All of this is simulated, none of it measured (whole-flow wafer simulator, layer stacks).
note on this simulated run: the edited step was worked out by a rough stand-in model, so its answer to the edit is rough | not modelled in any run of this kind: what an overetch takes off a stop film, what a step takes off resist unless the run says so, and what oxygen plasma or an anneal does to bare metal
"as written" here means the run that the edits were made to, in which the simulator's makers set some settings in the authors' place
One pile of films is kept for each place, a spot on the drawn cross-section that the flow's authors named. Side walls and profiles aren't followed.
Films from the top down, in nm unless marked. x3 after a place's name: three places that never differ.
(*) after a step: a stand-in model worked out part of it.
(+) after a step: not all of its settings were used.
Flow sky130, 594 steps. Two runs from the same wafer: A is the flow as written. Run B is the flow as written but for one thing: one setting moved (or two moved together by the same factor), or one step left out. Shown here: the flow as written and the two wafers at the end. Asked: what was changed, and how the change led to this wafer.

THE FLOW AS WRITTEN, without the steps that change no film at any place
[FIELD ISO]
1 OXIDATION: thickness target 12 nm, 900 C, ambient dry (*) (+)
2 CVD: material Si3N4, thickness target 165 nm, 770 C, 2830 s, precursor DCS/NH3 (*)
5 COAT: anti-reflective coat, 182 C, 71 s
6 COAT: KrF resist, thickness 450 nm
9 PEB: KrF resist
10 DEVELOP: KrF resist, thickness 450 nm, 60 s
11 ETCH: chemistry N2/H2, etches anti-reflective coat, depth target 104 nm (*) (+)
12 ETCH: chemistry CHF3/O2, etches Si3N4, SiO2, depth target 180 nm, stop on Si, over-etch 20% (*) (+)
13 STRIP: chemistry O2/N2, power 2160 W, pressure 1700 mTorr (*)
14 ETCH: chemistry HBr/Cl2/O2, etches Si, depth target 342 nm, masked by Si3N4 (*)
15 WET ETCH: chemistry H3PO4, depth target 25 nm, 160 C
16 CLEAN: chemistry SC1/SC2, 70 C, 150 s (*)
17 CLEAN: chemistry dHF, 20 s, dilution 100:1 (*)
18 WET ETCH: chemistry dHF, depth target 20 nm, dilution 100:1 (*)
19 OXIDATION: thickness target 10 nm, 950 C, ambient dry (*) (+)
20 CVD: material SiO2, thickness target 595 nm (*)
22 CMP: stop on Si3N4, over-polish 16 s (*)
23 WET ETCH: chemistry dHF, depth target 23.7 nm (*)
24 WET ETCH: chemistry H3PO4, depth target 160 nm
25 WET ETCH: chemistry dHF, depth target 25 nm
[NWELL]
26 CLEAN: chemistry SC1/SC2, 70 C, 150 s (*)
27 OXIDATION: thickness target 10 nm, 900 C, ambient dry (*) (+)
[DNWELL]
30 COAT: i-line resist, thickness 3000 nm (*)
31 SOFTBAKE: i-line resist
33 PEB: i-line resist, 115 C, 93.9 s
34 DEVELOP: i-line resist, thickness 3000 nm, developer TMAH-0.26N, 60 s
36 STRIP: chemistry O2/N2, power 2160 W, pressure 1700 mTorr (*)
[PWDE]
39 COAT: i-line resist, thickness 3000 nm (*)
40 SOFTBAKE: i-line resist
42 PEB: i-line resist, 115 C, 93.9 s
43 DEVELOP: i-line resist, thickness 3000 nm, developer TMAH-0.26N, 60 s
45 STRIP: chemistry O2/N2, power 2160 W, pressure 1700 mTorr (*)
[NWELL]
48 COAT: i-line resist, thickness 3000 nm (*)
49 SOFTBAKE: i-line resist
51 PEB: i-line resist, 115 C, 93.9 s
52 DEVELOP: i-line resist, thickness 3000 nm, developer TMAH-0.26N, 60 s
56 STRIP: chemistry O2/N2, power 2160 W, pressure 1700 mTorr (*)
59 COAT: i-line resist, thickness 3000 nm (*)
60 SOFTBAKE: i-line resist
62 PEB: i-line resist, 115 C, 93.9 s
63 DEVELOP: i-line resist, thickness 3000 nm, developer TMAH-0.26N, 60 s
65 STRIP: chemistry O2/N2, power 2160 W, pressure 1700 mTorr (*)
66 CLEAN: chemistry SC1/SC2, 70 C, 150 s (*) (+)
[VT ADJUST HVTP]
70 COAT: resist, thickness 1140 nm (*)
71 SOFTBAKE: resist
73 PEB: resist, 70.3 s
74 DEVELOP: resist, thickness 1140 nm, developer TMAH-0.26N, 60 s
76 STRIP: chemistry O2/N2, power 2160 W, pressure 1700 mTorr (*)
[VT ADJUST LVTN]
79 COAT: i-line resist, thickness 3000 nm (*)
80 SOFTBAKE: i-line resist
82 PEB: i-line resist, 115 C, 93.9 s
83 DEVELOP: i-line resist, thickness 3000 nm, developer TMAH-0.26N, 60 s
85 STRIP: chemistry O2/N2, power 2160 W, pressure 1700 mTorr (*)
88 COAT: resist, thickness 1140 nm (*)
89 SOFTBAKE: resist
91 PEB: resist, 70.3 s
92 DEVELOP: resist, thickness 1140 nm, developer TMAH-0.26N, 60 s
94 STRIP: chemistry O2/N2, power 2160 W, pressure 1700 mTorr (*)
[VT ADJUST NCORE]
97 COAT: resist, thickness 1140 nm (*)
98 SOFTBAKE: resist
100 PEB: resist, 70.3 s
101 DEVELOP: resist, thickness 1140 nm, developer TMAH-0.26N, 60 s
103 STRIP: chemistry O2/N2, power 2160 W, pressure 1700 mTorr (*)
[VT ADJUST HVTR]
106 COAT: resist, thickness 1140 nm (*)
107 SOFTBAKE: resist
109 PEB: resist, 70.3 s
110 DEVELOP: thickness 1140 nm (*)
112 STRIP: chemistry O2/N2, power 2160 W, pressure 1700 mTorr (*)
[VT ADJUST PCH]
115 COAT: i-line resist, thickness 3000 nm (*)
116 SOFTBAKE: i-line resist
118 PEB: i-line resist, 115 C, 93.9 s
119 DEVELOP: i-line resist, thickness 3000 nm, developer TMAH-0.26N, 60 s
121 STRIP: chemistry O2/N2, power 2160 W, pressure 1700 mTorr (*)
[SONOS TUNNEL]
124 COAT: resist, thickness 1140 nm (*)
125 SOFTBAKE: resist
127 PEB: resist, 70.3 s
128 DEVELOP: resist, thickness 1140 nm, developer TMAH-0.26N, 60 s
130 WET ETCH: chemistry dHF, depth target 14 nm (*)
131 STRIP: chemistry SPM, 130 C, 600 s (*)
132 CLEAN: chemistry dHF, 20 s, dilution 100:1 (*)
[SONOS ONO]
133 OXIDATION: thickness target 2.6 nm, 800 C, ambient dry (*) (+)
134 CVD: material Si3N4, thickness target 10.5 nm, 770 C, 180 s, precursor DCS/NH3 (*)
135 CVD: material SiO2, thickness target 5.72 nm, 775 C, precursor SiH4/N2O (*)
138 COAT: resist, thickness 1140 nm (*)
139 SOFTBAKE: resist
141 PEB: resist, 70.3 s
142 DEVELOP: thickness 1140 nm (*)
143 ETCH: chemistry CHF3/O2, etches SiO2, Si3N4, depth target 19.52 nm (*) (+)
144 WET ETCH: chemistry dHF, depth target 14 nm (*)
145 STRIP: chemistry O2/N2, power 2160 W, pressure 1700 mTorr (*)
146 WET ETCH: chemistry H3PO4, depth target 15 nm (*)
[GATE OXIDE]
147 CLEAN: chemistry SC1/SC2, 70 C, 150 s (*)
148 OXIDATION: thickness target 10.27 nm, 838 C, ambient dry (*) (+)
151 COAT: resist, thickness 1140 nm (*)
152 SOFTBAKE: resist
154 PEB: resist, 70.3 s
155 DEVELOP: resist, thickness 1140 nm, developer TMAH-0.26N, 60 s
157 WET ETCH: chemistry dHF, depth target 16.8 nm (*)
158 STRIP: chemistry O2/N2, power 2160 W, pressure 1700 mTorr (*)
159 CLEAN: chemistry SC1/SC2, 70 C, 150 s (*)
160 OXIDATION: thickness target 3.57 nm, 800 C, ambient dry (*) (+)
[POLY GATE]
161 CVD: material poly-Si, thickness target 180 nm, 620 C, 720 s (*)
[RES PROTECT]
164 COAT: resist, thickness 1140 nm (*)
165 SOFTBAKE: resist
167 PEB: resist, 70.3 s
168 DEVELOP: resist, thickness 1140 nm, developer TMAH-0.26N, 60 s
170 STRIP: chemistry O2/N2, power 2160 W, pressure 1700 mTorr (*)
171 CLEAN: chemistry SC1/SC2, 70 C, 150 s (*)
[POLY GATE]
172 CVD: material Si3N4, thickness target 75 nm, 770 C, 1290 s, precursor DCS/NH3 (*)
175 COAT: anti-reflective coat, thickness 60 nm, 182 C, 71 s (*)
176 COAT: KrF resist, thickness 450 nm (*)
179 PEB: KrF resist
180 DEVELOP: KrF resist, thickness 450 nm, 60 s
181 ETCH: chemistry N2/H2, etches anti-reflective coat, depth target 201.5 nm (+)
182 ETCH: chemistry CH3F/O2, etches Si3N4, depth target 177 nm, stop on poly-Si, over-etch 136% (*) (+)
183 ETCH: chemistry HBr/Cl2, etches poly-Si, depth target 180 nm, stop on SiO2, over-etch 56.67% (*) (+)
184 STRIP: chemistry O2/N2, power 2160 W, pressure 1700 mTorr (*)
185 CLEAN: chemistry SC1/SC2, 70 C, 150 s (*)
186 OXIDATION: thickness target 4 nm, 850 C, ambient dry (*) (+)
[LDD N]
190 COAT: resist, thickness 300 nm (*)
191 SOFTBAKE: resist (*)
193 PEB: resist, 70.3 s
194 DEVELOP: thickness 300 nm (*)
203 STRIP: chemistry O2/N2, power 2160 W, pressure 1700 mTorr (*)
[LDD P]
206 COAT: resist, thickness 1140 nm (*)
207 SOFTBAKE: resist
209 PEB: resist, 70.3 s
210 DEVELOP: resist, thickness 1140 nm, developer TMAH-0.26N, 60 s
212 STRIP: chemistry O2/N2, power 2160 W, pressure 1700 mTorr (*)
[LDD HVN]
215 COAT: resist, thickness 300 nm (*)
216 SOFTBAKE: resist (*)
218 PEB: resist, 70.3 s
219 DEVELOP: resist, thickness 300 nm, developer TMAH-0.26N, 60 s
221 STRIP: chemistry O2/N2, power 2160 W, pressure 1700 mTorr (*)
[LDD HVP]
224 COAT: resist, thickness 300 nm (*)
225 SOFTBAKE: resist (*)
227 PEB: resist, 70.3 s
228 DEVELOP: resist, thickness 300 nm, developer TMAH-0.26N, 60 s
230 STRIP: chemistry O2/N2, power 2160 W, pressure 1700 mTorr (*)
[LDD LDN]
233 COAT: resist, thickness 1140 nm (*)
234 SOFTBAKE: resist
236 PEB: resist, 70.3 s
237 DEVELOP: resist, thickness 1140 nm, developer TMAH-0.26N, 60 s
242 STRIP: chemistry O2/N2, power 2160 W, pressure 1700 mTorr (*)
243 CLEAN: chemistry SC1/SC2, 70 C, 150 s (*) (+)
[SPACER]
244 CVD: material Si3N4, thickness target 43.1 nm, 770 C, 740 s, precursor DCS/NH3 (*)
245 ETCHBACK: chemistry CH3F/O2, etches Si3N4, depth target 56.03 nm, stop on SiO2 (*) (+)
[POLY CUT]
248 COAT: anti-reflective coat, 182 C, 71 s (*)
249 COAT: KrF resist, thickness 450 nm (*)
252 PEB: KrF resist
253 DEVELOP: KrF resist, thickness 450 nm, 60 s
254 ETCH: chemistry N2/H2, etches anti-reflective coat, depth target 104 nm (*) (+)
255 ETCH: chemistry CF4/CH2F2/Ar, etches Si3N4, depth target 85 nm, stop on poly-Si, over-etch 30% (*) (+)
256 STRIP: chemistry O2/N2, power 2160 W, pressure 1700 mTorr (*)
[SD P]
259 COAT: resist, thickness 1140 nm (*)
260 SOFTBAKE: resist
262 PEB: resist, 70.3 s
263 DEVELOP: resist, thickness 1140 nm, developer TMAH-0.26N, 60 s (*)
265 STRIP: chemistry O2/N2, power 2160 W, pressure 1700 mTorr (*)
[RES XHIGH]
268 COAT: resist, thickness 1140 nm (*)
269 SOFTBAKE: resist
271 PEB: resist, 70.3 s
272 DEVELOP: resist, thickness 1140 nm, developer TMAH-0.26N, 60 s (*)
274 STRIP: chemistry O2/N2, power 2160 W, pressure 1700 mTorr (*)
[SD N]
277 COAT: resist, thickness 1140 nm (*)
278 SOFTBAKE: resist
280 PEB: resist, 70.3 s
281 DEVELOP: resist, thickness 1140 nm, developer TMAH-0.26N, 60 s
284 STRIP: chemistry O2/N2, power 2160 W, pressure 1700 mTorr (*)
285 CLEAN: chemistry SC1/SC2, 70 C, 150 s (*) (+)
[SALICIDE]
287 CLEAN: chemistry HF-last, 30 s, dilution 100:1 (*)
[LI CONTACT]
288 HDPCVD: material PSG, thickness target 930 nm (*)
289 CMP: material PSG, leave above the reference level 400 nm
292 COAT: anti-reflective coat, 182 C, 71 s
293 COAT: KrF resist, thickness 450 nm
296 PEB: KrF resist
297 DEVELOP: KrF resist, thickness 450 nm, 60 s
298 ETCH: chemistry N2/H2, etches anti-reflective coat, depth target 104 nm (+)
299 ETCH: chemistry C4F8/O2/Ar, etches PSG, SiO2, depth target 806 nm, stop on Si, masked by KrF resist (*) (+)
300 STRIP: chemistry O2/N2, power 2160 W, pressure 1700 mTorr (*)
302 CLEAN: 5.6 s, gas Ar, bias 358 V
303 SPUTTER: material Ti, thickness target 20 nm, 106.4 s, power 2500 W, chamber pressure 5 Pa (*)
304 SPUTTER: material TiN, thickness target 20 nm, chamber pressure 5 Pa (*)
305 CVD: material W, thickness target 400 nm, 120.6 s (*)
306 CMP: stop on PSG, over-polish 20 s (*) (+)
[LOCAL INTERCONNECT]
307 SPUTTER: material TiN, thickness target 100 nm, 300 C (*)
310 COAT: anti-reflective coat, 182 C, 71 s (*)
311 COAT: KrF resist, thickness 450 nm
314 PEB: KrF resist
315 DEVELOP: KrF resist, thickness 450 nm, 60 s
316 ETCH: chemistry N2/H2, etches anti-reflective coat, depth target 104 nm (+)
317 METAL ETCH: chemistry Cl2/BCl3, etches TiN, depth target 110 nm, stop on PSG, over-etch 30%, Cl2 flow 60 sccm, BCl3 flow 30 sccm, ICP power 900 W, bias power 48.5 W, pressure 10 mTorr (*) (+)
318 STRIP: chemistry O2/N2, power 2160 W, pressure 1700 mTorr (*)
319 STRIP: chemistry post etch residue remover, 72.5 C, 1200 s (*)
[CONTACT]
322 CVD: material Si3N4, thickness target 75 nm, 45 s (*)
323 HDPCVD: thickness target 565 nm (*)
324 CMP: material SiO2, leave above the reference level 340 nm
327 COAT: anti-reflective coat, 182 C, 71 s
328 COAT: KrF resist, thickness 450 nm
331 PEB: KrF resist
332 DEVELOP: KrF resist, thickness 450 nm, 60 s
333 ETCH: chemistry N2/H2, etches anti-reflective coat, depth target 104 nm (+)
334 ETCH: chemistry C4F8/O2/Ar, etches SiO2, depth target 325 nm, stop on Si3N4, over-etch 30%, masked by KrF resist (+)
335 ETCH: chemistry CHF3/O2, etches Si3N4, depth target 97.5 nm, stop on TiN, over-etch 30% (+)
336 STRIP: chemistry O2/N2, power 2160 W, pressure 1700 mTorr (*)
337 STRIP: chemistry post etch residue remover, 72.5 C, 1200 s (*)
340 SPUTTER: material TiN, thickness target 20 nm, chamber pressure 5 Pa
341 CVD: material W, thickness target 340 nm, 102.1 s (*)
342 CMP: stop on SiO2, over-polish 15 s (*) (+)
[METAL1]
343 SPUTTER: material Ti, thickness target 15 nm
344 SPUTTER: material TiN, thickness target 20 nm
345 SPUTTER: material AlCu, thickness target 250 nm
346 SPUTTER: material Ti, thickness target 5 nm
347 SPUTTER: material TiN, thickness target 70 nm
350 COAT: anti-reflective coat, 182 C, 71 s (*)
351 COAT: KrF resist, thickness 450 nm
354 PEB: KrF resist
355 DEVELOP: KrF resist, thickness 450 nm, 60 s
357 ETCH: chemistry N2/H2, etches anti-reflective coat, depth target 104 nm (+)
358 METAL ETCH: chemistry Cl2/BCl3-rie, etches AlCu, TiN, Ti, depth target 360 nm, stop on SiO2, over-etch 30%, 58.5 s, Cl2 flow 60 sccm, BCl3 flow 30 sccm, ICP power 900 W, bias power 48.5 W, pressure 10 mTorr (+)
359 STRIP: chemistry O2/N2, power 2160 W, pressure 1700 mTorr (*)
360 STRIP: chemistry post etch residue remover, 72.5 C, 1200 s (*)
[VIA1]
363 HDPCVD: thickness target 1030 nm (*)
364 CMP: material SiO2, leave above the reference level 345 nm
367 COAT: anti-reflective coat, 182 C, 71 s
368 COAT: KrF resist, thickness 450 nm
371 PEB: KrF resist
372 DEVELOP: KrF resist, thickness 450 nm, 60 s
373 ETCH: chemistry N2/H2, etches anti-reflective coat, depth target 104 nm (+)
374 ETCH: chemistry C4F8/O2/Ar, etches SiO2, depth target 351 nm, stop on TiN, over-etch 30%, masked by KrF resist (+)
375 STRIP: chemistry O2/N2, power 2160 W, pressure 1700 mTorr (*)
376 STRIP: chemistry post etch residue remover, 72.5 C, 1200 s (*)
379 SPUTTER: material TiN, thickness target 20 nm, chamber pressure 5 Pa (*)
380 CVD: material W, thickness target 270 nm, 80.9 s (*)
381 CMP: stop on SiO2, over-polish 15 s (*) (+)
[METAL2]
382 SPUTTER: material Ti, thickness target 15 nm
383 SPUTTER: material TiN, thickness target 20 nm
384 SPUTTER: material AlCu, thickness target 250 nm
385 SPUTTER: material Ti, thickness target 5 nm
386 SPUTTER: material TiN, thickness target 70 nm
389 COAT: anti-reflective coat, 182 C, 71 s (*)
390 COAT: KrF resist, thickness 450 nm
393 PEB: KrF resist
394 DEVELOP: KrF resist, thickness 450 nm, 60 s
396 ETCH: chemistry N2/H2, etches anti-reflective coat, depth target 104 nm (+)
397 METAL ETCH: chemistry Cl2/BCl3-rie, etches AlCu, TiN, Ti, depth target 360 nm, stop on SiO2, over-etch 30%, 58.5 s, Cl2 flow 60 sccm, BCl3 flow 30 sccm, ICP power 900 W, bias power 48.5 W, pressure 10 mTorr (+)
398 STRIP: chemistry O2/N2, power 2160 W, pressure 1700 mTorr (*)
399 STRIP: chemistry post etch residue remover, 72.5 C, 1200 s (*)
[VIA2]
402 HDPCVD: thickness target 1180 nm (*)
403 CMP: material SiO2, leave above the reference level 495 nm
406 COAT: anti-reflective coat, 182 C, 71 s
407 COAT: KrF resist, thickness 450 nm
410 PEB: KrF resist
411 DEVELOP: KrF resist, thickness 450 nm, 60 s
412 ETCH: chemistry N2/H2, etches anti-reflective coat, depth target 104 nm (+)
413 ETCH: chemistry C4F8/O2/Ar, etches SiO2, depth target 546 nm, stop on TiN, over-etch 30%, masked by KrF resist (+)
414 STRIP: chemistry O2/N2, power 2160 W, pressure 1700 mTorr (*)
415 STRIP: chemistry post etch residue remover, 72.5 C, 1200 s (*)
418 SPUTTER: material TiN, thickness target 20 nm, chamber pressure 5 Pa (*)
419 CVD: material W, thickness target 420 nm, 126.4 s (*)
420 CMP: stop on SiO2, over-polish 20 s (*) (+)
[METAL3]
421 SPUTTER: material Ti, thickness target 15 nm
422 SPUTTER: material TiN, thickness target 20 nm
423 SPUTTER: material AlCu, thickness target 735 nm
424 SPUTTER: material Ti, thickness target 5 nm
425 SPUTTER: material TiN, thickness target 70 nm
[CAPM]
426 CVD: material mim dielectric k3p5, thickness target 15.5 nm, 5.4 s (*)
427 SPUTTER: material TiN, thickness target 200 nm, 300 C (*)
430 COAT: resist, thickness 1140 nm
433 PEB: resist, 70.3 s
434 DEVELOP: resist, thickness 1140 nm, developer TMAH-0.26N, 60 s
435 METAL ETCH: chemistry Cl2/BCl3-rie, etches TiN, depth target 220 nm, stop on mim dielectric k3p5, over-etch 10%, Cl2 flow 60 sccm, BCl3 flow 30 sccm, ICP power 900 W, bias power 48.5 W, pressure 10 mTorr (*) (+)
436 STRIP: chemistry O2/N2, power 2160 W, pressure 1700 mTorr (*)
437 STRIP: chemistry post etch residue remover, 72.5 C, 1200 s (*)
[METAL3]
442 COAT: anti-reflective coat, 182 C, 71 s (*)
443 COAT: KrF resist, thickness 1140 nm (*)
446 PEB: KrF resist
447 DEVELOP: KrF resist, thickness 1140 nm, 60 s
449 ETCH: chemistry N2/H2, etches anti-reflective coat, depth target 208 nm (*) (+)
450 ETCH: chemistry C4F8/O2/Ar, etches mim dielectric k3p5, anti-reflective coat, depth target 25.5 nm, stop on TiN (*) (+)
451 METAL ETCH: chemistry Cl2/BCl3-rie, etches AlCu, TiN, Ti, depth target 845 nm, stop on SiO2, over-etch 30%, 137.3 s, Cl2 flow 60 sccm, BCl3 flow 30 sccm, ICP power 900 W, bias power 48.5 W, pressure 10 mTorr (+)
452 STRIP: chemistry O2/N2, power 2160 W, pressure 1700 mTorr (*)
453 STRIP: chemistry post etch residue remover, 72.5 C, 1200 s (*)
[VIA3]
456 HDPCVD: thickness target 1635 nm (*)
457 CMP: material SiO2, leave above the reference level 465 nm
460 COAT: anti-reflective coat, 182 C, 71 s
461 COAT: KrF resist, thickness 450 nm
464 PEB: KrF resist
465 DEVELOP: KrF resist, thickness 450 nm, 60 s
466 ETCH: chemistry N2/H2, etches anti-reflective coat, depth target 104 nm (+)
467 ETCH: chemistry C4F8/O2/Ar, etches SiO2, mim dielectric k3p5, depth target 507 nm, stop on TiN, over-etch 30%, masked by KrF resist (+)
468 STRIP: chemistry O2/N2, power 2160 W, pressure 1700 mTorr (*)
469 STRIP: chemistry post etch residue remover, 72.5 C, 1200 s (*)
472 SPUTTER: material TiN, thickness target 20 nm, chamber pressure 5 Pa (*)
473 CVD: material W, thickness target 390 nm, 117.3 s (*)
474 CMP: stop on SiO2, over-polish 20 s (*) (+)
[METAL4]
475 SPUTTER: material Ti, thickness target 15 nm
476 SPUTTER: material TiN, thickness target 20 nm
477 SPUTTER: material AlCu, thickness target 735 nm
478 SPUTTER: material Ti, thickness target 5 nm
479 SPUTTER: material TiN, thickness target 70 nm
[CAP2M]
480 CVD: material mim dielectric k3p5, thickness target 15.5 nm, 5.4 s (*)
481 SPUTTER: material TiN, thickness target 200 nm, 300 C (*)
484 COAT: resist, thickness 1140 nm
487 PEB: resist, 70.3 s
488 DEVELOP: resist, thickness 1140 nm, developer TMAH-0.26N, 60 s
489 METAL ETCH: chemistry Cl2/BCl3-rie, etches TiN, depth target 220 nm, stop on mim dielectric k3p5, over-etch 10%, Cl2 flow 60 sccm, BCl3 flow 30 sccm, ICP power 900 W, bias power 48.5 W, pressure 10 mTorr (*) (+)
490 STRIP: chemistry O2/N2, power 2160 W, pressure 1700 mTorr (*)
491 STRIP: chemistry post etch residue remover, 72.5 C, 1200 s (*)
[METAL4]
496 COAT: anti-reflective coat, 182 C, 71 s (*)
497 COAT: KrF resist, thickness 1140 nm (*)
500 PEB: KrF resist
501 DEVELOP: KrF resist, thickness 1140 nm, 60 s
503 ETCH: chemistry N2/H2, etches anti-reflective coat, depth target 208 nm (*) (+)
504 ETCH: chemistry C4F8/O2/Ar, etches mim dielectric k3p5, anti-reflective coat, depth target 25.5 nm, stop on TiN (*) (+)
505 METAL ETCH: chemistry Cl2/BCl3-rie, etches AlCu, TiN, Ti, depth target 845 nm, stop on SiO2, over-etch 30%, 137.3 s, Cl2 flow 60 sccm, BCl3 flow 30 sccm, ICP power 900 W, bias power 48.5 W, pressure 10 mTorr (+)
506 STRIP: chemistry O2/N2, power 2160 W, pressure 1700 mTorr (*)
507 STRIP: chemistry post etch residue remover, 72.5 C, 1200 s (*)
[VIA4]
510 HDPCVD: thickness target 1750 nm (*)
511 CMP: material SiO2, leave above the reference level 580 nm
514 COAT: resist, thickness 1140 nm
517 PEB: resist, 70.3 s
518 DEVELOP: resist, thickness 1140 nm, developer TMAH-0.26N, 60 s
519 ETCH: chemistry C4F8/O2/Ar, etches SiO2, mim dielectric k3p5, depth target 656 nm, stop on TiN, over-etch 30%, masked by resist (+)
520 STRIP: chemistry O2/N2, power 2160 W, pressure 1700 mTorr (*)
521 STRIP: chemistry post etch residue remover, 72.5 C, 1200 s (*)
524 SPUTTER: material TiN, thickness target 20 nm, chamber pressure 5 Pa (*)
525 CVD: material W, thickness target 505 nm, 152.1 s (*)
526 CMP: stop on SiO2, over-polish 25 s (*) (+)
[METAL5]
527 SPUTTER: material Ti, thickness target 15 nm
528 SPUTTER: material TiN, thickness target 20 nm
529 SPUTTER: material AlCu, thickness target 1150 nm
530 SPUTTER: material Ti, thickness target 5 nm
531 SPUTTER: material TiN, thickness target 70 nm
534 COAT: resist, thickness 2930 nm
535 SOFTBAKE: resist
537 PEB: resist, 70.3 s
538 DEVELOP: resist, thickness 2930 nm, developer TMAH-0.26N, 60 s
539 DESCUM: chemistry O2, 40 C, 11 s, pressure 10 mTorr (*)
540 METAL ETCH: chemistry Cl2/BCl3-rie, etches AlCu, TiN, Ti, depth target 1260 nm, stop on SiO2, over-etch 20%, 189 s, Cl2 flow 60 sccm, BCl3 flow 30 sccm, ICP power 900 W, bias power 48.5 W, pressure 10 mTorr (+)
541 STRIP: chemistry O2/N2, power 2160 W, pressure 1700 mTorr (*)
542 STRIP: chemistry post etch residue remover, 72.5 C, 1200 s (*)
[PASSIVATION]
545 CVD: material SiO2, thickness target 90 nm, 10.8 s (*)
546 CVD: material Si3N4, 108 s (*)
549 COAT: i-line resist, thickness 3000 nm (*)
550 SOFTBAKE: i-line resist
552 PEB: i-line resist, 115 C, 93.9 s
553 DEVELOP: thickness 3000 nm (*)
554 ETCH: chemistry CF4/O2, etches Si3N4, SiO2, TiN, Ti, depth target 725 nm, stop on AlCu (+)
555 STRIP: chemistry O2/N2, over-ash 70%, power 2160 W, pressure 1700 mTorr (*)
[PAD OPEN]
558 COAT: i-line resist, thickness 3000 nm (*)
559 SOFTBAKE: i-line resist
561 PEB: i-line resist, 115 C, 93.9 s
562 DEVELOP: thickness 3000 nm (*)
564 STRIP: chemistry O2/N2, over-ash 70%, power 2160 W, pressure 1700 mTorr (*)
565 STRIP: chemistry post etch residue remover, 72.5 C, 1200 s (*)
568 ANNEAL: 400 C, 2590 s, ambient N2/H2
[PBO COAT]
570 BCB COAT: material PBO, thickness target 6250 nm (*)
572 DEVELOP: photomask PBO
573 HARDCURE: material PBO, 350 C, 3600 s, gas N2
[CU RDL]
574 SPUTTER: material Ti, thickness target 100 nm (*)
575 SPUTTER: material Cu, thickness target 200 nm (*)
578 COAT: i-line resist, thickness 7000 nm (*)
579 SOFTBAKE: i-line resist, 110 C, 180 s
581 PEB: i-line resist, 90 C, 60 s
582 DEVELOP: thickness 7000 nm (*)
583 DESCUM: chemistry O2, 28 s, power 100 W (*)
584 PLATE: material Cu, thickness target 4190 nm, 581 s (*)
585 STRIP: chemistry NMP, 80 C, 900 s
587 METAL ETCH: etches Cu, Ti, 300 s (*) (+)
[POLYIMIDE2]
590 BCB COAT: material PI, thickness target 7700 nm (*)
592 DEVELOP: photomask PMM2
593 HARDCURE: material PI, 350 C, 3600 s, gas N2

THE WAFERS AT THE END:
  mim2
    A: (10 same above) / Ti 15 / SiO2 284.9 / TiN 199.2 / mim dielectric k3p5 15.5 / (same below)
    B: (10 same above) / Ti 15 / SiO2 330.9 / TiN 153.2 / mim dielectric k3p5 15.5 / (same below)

The cause: step 481, SPUTTER: thickness target 154 nm was run, where the flow has thickness target 200 nm.

How the change led to this, step by step:
  481 SPUTTER: material TiN, thickness target 200 nm, 300 C (*)
      field, active, n_well and 189 more: A TiN +200 (new film) | B TiN +154 (new film)
  489 METAL ETCH: chemistry Cl2/BCl3-rie, etches TiN, depth target 220 nm, stop on mim dielectric k3p5, over-etch 10%, Cl2 flow 60 sccm, BCl3 flow 30 sccm, ICP power 900 W, bias power 48.5 W, pressure 10 mTorr (*) (+)
      field, active, n_well and 188 more: A TiN -200 (all of it) | B TiN -154 (all of it)
      mim2: A resist -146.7 | B resist -112.9
  490 STRIP: chemistry O2/N2, power 2160 W, pressure 1700 mTorr (*)
      mim2: A resist -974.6 (all of it) | B resist -1008.3 (all of it)
  496 COAT: anti-reflective coat, 182 C, 71 s (*)
      iso_guard__w2: A anti-reflective coat +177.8 (new film) | B anti-reflective coat +147.5 (new film)
      mim2: A anti-reflective coat +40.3 (new film) | B anti-reflective coat +31.2 (new film)
  497 COAT: KrF resist, thickness 1140 nm (*)
      mim2: A KrF resist +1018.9 (new film) | B KrF resist +1061.8 (new film)
  506 STRIP: chemistry O2/N2, power 2160 W, pressure 1700 mTorr (*)
      iso_guard__w2: A KrF resist -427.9 (all of it), anti-reflective coat -177.8 (all of it) | B KrF resist -448.3 (all of it), anti-reflective coat -147.5 (all of it)
      mim2: A KrF resist -372.1 (all of it), anti-reflective coat -40.3 (all of it) | B KrF resist -414.9 (all of it), anti-reflective coat -31.2 (all of it)
  511 CMP: material SiO2, leave above the reference level 580 nm
      mim2: A SiO2 -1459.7 | B SiO2 -1413.7
